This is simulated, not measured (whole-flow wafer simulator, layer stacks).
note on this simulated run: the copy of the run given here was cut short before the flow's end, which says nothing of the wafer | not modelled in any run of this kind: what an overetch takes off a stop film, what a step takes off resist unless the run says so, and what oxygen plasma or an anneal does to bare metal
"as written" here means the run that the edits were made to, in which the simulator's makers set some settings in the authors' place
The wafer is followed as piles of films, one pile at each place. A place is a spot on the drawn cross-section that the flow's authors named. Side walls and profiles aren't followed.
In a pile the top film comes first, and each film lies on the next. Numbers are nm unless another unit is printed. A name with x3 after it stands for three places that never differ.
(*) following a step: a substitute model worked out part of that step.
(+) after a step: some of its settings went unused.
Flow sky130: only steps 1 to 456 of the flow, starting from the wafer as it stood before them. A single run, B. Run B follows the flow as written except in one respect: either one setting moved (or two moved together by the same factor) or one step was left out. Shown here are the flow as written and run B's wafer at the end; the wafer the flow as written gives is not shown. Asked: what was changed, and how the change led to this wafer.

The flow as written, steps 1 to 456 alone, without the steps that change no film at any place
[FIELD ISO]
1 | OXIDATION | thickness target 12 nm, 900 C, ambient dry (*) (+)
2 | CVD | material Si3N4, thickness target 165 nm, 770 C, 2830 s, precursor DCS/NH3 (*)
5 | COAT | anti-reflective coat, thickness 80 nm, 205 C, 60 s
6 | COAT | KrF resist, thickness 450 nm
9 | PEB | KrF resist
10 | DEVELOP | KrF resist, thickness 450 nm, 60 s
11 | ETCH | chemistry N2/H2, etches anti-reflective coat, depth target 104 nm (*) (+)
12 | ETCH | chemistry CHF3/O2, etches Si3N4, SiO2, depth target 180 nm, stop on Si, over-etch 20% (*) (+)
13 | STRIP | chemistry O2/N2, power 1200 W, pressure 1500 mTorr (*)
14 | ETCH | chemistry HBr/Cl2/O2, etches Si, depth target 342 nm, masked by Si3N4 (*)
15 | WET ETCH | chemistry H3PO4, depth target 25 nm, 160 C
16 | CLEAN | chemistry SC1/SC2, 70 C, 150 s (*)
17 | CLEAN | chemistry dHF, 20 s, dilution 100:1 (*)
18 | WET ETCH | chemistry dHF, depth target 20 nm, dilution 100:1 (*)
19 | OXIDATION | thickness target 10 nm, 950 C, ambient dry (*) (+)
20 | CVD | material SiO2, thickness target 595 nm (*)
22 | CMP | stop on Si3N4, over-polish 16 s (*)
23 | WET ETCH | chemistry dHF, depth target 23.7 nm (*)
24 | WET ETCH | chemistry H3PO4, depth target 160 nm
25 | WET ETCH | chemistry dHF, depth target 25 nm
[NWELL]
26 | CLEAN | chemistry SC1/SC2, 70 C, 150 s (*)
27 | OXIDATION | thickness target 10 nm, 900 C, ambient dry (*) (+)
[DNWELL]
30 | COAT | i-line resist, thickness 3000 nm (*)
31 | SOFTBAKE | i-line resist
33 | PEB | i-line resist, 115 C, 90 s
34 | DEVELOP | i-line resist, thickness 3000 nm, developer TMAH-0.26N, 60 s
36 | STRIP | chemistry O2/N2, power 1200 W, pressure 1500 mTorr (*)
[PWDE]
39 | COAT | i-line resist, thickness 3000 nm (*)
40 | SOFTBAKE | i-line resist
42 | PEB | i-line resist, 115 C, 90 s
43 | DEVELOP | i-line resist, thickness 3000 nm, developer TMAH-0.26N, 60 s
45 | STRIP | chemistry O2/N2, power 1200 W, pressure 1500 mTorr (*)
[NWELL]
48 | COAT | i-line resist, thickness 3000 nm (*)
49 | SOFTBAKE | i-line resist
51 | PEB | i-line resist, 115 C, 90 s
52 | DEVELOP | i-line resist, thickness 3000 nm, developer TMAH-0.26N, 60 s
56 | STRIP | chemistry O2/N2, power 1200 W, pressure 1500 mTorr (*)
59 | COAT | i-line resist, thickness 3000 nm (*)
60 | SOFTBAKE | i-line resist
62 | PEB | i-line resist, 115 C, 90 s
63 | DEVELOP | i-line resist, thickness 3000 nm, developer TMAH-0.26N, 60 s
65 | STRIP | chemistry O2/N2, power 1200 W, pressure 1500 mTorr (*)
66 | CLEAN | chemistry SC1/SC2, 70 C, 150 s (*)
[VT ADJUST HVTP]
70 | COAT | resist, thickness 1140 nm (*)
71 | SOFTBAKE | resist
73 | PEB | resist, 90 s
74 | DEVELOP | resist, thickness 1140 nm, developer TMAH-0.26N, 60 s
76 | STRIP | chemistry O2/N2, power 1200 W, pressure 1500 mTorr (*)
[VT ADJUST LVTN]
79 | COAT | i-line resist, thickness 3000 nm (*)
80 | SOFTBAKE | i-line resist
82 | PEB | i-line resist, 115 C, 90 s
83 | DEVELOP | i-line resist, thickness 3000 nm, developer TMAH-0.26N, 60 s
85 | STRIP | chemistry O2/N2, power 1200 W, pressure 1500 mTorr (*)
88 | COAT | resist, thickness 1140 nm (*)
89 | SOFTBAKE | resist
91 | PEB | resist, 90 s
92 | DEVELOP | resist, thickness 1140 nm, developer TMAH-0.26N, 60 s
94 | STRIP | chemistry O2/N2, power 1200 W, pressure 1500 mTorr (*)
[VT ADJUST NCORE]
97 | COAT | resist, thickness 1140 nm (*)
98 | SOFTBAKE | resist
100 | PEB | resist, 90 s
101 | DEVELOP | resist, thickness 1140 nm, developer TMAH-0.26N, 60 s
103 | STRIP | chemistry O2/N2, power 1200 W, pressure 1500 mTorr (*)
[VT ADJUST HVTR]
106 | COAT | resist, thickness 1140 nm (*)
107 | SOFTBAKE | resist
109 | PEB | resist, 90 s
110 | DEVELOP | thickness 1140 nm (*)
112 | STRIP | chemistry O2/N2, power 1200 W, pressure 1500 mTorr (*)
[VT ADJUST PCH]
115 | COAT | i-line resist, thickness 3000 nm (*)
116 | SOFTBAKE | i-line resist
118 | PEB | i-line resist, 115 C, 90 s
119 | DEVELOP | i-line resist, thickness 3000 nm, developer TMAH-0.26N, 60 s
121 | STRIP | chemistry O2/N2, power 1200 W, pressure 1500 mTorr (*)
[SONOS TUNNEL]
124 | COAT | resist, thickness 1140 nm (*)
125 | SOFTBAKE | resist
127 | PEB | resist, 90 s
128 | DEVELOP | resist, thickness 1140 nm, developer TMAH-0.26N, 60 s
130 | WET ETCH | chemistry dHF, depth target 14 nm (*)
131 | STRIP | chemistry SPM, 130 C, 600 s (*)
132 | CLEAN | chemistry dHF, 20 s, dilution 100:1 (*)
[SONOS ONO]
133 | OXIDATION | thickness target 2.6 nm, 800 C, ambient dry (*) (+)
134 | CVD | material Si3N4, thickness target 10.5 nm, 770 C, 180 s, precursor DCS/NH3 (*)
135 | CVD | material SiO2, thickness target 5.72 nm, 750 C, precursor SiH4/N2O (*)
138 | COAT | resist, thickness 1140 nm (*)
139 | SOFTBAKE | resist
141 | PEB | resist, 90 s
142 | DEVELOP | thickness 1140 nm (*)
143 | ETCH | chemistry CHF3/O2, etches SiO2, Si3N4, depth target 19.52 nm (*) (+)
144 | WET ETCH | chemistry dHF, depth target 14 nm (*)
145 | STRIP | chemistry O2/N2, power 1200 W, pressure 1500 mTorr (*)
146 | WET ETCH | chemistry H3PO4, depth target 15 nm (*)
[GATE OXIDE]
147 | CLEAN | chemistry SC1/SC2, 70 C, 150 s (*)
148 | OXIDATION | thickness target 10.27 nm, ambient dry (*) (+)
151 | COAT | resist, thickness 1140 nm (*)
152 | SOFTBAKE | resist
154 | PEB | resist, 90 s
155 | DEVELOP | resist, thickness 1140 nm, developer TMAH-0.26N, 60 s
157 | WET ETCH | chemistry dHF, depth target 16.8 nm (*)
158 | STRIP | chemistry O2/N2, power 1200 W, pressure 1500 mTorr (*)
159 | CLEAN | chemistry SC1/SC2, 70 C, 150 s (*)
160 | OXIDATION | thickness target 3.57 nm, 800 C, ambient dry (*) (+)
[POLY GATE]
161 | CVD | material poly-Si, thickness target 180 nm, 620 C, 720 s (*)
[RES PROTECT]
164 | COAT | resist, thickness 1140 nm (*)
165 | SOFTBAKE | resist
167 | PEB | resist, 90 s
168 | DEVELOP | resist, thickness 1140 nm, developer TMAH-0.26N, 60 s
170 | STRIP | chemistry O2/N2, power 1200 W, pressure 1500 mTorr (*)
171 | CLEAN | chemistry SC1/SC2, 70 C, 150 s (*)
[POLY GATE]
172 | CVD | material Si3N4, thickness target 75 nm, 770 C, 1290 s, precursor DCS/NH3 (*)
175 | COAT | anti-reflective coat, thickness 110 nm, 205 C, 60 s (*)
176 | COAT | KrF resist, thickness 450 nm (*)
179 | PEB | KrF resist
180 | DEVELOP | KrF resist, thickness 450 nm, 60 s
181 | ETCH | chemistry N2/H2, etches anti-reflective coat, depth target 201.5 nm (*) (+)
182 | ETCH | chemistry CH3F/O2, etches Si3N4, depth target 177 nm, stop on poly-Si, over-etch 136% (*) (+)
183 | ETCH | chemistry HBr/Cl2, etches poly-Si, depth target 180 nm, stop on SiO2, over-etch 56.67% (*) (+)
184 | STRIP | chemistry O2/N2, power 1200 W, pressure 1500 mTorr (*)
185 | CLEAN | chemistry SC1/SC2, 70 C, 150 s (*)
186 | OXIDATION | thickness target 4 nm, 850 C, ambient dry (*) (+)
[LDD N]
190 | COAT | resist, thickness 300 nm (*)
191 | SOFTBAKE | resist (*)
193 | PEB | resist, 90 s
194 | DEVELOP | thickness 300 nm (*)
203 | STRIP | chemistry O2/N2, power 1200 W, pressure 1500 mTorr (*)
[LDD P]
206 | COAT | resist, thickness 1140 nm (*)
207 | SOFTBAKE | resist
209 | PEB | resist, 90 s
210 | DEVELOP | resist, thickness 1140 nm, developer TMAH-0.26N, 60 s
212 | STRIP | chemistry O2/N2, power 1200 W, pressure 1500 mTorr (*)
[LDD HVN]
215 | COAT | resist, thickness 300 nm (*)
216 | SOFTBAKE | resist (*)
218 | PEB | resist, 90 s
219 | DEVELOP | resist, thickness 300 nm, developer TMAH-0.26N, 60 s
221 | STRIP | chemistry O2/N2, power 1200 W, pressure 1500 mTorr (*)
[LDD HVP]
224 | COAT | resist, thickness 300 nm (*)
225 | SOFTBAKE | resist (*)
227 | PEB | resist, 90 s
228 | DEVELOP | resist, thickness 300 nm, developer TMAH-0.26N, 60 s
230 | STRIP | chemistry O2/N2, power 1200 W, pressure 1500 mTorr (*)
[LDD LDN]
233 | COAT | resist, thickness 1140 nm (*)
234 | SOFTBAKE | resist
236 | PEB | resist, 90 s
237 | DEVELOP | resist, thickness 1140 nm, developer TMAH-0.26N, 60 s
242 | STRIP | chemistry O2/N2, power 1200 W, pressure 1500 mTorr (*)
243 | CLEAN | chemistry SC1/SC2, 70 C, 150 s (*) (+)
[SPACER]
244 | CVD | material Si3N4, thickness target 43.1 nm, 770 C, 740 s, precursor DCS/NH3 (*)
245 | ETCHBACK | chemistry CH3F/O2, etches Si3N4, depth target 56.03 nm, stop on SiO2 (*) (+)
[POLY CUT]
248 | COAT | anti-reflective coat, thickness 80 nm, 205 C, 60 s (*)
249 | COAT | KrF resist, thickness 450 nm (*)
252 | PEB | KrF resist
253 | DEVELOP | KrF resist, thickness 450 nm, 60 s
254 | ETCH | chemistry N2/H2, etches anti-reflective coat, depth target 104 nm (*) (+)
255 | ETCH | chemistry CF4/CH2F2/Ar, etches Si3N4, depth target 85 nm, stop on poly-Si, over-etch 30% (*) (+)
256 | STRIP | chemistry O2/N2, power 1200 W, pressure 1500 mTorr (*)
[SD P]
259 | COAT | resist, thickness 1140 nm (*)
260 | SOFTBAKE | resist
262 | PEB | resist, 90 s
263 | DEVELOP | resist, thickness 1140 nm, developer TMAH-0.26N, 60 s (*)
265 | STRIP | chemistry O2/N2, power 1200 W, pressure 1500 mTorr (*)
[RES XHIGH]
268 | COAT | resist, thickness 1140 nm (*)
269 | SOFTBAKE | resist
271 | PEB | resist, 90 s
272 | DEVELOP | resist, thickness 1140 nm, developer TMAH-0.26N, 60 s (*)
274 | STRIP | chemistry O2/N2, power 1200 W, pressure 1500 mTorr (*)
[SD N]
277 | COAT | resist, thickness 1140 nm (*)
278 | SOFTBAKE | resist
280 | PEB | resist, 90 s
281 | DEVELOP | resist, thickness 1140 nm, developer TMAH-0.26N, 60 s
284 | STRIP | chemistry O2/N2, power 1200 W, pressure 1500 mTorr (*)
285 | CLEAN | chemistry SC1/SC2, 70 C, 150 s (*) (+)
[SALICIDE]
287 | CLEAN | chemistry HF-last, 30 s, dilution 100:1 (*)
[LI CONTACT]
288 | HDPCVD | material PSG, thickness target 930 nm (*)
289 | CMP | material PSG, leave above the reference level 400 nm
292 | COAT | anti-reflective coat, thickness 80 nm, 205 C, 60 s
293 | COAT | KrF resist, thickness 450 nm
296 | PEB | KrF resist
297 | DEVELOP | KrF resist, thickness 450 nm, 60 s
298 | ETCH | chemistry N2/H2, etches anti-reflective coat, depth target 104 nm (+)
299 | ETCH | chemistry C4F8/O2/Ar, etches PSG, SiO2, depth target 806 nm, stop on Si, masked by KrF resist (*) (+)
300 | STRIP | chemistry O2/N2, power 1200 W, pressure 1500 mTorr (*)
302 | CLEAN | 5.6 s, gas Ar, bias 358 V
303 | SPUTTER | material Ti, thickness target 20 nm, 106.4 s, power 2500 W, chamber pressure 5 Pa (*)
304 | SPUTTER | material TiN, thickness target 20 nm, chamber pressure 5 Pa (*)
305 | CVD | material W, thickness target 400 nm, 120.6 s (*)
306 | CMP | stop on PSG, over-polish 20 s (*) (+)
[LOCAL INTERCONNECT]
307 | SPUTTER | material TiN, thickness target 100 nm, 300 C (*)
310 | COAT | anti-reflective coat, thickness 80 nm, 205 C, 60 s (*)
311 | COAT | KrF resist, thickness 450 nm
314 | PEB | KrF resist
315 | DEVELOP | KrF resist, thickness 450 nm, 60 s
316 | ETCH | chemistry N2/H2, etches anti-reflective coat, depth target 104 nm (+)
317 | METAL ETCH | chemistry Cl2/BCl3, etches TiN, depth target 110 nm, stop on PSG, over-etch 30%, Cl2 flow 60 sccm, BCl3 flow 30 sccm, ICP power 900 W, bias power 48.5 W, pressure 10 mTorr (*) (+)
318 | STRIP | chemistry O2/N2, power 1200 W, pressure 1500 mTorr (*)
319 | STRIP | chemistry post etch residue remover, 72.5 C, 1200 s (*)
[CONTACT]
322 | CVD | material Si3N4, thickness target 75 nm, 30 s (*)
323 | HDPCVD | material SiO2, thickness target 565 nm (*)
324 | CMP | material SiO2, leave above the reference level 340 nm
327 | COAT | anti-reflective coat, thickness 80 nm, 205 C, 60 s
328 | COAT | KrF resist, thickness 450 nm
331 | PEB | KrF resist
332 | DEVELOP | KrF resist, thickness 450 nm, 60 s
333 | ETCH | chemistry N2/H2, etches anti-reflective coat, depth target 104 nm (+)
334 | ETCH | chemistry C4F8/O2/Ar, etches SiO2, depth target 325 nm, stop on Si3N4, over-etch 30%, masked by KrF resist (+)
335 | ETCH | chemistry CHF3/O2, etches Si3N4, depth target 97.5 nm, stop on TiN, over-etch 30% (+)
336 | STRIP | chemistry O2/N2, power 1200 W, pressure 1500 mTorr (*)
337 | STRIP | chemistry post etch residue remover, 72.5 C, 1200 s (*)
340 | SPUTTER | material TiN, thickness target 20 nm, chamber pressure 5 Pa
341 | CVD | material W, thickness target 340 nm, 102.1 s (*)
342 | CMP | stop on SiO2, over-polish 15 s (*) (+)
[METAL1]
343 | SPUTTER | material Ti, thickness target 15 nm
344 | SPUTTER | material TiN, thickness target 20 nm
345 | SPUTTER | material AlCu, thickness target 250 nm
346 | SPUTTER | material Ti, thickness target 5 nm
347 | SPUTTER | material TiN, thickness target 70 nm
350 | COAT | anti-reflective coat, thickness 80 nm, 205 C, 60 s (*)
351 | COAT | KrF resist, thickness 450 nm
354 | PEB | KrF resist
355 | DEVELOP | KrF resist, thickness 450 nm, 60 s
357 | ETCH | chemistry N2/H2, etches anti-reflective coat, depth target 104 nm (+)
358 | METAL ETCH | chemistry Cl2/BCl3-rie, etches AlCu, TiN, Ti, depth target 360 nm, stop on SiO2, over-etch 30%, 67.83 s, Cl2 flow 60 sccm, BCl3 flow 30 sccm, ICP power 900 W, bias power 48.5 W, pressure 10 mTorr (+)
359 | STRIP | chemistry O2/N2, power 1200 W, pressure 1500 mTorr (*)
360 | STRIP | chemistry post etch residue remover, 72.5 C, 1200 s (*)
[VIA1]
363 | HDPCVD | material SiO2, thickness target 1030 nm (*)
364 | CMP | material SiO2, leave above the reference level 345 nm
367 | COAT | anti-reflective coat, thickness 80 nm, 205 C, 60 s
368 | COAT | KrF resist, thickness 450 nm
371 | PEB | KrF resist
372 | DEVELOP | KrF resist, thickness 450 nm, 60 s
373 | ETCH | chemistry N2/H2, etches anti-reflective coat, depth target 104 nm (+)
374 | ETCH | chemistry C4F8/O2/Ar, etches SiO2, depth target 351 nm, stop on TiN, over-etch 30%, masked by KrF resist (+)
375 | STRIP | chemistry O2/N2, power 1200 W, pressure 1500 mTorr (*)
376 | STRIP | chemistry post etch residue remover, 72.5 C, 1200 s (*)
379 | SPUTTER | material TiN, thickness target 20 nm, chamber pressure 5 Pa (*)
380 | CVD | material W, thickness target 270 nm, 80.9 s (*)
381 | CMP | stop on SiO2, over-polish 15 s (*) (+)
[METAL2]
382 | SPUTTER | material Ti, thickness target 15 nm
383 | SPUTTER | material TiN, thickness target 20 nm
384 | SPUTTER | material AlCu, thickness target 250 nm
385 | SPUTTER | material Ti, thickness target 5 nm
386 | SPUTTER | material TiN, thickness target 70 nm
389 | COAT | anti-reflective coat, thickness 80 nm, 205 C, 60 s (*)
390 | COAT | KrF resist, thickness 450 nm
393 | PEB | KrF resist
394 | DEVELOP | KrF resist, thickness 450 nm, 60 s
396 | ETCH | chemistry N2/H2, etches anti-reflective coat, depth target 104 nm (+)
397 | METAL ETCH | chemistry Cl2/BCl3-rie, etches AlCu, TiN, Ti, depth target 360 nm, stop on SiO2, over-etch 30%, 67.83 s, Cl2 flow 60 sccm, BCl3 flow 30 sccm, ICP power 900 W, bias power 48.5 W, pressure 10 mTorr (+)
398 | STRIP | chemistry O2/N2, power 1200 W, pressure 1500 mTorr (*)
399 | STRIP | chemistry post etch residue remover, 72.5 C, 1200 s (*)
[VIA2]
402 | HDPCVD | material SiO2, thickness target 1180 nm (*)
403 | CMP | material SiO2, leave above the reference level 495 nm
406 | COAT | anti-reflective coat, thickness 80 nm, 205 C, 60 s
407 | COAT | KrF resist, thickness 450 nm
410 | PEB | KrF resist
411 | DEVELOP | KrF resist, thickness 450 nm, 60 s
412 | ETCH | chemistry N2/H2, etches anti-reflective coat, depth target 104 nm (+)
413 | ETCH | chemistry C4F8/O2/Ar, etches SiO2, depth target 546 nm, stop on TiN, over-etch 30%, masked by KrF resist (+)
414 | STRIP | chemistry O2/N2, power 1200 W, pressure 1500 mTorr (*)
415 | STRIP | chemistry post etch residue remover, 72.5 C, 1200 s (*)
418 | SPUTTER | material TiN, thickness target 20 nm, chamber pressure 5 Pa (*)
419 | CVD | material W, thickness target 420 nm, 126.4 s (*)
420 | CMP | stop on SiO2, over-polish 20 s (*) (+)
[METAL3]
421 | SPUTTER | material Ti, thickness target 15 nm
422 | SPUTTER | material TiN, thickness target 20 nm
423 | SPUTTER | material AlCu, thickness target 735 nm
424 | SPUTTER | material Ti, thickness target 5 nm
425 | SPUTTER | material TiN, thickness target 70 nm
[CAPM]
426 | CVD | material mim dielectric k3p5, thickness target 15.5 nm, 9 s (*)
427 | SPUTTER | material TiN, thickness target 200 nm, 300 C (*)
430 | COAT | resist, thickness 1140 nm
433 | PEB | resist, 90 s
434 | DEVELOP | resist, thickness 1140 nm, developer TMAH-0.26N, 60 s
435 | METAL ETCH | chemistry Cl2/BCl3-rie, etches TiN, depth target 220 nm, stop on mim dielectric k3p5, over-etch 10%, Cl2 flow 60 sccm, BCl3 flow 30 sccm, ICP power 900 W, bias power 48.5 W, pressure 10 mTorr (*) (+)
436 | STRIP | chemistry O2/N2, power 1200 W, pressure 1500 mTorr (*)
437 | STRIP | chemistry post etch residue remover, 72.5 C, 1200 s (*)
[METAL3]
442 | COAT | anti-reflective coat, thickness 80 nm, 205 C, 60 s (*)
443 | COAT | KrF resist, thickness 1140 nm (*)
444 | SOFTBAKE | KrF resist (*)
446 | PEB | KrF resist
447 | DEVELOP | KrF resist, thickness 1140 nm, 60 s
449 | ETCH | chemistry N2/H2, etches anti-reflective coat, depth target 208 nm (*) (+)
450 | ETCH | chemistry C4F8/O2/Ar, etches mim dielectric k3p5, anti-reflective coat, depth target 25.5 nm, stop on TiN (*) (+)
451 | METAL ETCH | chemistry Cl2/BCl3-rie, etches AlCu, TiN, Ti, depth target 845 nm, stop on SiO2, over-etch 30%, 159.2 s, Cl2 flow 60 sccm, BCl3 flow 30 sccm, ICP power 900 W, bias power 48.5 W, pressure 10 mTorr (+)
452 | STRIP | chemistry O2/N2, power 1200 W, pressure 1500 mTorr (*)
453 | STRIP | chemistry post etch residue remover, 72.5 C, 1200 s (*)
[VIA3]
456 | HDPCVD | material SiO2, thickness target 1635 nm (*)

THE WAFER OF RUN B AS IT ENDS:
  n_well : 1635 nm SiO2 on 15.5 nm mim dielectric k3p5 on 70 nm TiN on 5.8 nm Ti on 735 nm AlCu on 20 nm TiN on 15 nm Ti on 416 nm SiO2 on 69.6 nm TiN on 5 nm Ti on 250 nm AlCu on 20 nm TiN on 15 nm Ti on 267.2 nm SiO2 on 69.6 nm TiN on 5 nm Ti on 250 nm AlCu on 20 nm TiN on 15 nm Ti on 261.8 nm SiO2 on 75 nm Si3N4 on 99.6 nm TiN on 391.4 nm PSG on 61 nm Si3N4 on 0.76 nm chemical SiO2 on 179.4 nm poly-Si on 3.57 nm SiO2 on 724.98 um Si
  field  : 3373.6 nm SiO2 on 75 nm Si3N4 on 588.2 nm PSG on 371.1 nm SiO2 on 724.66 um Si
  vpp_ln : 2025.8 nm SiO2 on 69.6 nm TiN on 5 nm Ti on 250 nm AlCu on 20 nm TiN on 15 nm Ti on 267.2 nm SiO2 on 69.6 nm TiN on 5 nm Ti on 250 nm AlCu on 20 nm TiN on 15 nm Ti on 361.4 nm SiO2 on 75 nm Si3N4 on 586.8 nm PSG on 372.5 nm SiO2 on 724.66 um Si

Cause: step 424, SPUTTER: thickness target 5.8 nm was run, though the flow has thickness target 5 nm.
The wafer lets one read it off: n_well has Ti 5.8, and step 424 as written asks for 5 nm.

Step by step, how the change led to this:
  424 | SPUTTER | material Ti, thickness target 5 nm
      field, active, n_well and 188 more: +5.8 Ti (new film) (it would be, as written: +5 Ti (new film))
  451 | METAL ETCH | chemistry Cl2/BCl3-rie, etches AlCu, TiN, Ti, depth target 845 nm, stop on SiO2, over-etch 30%, 159.2 s, Cl2 flow 60 sccm, BCl3 flow 30 sccm, ICP power 900 W, bias power 48.5 W, pressure 10 mTorr (+)
      field, active, gate and 69 more: -70 TiN (all of it), -5.8 Ti (all of it), -735 AlCu (all of it), -20 TiN (all of it), -15 Ti (all of it), -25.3 SiO2 (it would be, as written: -70 TiN (all of it), -5 Ti (all of it), -735 AlCu (all of it), -20 TiN (all of it), -15 Ti (all of it), -25.4 SiO2)
      vpp_ln, vpp_iso2, ndiff_ln and 10 more: -70 TiN (all of it), -5.8 Ti (all of it), -735 AlCu (all of it), -20 TiN (all of it), -15 Ti (all of it), -25.3 SiO2 (it would be, as written: -70 TiN (all of it), -5 Ti (all of it), -735 AlCu (all of it), -20 TiN (all of it), -15 Ti (all of it), -25.3 SiO2)
